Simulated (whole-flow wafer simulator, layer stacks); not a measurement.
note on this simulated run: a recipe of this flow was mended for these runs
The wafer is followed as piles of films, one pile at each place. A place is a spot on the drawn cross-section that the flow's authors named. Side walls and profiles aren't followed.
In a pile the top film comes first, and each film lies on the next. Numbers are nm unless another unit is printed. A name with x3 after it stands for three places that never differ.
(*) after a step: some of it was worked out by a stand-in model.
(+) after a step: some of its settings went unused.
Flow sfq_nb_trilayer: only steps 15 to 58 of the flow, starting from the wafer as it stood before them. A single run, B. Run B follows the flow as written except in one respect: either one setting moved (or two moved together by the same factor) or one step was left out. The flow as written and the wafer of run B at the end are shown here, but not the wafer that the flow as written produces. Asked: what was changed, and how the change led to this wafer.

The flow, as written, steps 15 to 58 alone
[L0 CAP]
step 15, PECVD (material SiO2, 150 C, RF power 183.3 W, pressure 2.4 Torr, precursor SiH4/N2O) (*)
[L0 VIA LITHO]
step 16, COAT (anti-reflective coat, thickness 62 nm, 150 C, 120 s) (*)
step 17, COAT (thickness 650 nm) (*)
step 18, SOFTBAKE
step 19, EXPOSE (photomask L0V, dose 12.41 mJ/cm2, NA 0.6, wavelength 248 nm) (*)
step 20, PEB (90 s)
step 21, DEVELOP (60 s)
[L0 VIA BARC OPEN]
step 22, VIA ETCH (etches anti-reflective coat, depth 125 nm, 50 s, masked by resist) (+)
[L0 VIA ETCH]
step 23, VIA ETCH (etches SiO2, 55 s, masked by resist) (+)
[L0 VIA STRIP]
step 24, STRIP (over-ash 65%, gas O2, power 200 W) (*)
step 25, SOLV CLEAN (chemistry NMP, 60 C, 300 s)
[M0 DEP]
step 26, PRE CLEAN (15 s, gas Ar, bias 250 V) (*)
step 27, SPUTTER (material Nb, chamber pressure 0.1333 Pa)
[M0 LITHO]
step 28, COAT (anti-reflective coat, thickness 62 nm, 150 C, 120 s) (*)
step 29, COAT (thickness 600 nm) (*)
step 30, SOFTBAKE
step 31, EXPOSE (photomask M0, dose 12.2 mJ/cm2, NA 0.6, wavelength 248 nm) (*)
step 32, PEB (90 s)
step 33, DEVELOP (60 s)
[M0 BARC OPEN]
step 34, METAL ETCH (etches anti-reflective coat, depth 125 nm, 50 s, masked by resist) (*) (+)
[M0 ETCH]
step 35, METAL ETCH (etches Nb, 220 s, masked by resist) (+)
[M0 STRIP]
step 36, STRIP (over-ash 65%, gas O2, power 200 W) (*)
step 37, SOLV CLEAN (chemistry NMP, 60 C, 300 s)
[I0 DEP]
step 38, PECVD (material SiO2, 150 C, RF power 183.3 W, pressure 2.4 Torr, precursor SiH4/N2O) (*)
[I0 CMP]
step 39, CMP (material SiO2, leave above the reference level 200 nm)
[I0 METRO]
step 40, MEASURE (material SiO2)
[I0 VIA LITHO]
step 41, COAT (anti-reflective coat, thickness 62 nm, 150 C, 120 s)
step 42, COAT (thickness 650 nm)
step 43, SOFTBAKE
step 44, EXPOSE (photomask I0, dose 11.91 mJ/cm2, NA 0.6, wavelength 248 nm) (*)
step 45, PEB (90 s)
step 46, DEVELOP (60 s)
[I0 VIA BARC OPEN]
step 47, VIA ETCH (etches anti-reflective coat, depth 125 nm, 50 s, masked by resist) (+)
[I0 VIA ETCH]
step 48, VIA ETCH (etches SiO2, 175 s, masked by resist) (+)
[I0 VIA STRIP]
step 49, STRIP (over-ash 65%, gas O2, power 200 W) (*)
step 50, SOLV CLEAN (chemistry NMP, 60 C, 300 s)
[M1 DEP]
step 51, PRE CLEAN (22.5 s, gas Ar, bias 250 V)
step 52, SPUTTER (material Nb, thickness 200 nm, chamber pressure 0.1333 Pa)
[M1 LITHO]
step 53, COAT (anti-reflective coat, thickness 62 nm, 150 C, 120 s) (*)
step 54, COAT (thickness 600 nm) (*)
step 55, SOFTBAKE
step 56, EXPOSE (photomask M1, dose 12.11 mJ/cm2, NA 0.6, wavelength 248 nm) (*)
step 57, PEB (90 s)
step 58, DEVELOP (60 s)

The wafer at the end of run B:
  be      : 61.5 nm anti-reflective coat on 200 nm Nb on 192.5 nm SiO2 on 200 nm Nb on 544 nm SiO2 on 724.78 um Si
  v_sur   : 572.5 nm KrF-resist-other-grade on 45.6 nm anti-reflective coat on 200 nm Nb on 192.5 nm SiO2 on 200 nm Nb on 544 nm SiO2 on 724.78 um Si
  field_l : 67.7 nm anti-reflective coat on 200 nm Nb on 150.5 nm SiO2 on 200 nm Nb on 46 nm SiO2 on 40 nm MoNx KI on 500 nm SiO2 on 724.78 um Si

What caused this: step 15, PECVD: pressure 2.99 Torr was run, though the flow has pressure 2.4 Torr.

The path from the change to this, step by step:
  step 15, PECVD (material SiO2, 150 C, RF power 183.3 W, pressure 2.4 Torr, precursor SiH4/N2O) (*)
      v_sur, via_wl, via_w and 97 more: +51 SiO2 (in the flow as written it would be: +60 SiO2)
      field_l, l0_sur, l0v, l0r_line_l, l0r_line_c, l0r_line_r: +51 SiO2 (new film) (in the flow as written it would be: +60 SiO2 (new film))
  step 23, VIA ETCH (etches SiO2, 55 s, masked by resist) (+)
      l0v: -50.6 SiO2 (all of it), -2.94 MoNx KI (in the flow as written it would be: -59.7 SiO2 (all of it), -2.03 MoNx KI)
  step 28, COAT (anti-reflective coat, thickness 62 nm, 150 C, 120 s) (*)
      l0_sur: +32 anti-reflective coat (new film) (in the flow as written it would be: +29.3 anti-reflective coat (new film))
      l0v: +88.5 anti-reflective coat (new film) (in the flow as written it would be: +92.5 anti-reflective coat (new film))
  step 36, STRIP (over-ash 65%, gas O2, power 200 W) (*)
      l0_sur: -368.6 KrF-resist-other-grade (all of it), -32 anti-reflective coat (all of it) (in the flow as written it would be: -370 KrF-resist-other-grade (all of it), -29.3 anti-reflective coat (all of it))
      l0v: -370.3 KrF-resist-other-grade (all of it), -88.5 anti-reflective coat (all of it) (in the flow as written it would be: -374.1 KrF-resist-other-grade (all of it), -92.5 anti-reflective coat (all of it))
  step 39, CMP (material SiO2, leave above the reference level 200 nm)
      l0v: -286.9 SiO2 (in the flow as written it would be: -277.4 SiO2)
